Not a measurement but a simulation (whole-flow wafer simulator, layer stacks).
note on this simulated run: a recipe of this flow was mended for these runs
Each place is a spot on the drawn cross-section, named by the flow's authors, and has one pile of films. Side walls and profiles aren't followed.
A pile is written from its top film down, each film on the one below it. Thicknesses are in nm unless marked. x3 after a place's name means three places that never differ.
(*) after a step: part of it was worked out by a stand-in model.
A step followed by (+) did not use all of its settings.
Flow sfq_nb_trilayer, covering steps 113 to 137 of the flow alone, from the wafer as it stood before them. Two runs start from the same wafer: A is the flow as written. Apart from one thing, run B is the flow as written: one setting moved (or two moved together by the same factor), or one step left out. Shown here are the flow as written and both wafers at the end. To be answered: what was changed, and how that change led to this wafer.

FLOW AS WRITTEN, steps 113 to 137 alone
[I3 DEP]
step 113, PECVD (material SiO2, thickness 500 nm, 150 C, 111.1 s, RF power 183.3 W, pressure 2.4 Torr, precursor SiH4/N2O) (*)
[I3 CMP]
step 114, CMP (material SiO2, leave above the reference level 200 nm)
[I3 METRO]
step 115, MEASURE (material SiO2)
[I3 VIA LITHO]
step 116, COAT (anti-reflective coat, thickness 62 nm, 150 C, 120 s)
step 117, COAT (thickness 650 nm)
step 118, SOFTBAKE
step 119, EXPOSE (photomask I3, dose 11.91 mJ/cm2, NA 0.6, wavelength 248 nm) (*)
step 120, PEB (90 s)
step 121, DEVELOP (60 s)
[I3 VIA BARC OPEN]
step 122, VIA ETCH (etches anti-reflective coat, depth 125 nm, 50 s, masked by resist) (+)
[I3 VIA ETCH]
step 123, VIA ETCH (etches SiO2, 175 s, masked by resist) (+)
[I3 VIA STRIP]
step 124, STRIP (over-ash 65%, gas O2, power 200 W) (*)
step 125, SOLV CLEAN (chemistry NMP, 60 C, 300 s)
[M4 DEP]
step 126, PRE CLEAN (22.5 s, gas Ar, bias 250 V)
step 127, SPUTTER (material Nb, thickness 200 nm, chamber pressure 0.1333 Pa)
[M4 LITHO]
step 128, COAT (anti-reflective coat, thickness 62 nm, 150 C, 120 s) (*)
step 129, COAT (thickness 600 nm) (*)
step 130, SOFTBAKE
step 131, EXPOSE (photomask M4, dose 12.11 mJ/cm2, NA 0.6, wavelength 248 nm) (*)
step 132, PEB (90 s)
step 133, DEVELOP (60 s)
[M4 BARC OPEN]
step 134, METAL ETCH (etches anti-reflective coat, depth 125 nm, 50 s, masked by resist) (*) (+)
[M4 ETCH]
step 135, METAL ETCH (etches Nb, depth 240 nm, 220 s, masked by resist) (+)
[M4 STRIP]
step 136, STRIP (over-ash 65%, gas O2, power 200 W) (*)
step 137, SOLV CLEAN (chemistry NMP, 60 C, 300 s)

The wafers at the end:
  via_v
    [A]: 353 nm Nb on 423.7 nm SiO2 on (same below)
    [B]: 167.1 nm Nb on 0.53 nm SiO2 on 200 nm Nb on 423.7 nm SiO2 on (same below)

The reason: step 123, VIA ETCH: 129 s was run, whereas the flow has 175 s.

The path from the change to this, step by step:
  step 123, VIA ETCH (etches SiO2, 175 s, masked by resist) (+)
      via_v: A -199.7 SiO2 (all of it), -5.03 Nb | B -191.7 SiO2
      field_l, v_sur, via_wl and 102 more: A -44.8 KrF-resist-other-grade | B -33 KrF-resist-other-grade
  step 124, STRIP (over-ash 65%, gas O2, power 200 W) (*)
      field_l, v_sur, via_wl and 102 more: A -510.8 KrF-resist-other-grade (all of it), -62 anti-reflective coat (all of it) | B -522.6 KrF-resist-other-grade (all of it), -62 anti-reflective coat (all of it)
  step 126, PRE CLEAN (22.5 s, gas Ar, bias 250 V)
      via_v: A -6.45 Nb | B -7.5 SiO2
  step 127, SPUTTER (material Nb, thickness 200 nm, chamber pressure 0.1333 Pa)
      via_v: A +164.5 Nb | B +167.1 Nb (new film)
  step 128, COAT (anti-reflective coat, thickness 62 nm, 150 C, 120 s) (*)
      via_wr: A +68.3 anti-reflective coat (new film) | B +66.2 anti-reflective coat (new film)
      via_sp: A +41.4 anti-reflective coat (new film) | B +38.8 anti-reflective coat (new film)
      (also at 3 further places)
  step 134, METAL ETCH (etches anti-reflective coat, depth 125 nm, 50 s, masked by resist) (*) (+)
      be: A -68.4 anti-reflective coat (all of it) | B -66.5 anti-reflective coat (all of it)
  step 136, STRIP (over-ash 65%, gas O2, power 200 W) (*)
      via_wr: A -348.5 KrF-resist-other-grade (all of it), -68.3 anti-reflective coat (all of it) | B -350.1 KrF-resist-other-grade (all of it), -66.2 anti-reflective coat (all of it)
      via_sp: A -364.7 KrF-resist-other-grade (all of it), -41.4 anti-reflective coat (all of it) | B -366.6 KrF-resist-other-grade (all of it), -38.8 anti-reflective coat (all of it)
      (also at 2 further places)
If metal films that touch count as one body, via_v has 4 bodies (between them, from the top down: SiO2 0.53; SiO2 423.7; SiO2 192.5); the flow as written gives 3 bodies (between them, from the top down: SiO2 423.7; SiO2 192.5).
